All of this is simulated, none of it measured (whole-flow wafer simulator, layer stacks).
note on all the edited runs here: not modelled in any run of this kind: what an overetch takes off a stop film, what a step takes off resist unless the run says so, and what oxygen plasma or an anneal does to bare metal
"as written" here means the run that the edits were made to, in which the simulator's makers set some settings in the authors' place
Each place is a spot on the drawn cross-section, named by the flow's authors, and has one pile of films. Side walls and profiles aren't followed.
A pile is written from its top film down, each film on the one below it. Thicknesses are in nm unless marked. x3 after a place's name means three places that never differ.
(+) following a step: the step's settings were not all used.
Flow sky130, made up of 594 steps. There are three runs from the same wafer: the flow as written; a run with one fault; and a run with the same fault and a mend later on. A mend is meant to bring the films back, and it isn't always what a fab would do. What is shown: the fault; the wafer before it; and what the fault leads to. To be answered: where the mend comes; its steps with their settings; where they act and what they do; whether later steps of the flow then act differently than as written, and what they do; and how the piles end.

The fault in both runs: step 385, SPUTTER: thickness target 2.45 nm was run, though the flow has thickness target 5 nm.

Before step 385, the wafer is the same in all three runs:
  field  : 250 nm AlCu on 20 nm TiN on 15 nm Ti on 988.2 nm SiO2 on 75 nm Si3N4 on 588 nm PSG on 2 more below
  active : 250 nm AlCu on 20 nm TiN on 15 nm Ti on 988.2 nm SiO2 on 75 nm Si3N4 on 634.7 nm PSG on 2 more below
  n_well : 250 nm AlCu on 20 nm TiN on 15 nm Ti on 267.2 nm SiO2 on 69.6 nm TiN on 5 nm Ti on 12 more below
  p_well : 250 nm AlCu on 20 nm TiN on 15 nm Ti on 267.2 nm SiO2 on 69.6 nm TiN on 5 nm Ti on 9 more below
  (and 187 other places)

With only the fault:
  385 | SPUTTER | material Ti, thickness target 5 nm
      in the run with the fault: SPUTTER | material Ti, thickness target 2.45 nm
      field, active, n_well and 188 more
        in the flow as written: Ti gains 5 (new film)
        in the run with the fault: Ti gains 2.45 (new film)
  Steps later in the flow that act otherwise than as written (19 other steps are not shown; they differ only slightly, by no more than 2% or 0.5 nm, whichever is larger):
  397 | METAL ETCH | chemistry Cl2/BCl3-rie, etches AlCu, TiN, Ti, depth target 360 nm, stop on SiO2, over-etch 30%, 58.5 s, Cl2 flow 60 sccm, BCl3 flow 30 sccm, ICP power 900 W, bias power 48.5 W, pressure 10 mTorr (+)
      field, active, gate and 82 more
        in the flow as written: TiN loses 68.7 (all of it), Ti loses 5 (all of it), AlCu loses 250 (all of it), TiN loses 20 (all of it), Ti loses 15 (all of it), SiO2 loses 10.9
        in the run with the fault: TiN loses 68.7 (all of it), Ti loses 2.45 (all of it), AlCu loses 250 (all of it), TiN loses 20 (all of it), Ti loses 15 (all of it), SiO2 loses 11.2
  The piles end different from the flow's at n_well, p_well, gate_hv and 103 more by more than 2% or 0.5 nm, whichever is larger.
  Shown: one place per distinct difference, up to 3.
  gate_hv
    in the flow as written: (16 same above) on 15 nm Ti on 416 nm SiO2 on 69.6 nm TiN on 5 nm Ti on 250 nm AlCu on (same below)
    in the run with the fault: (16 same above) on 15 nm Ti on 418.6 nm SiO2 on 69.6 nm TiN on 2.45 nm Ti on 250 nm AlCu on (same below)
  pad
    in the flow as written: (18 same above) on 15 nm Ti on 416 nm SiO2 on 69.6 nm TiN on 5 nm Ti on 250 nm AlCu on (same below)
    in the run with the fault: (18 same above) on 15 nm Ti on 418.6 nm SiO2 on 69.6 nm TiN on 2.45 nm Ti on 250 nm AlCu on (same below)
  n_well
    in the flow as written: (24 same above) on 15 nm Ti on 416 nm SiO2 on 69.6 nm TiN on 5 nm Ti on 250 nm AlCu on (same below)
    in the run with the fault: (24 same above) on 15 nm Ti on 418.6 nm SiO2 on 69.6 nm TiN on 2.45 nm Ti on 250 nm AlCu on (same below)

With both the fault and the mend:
  The mend stands after step 385.
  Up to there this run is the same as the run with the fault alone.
  385a | SPUTTER | material Ti, thickness target 2.55 nm (the flow's step 385 again, with other settings)
      field, active, n_well and 188 more
        Ti gains 2.55
  Every later step of the flow that is run acts as written at every place that is followed.
  The piles end the same as the flow's at every place that both follow.
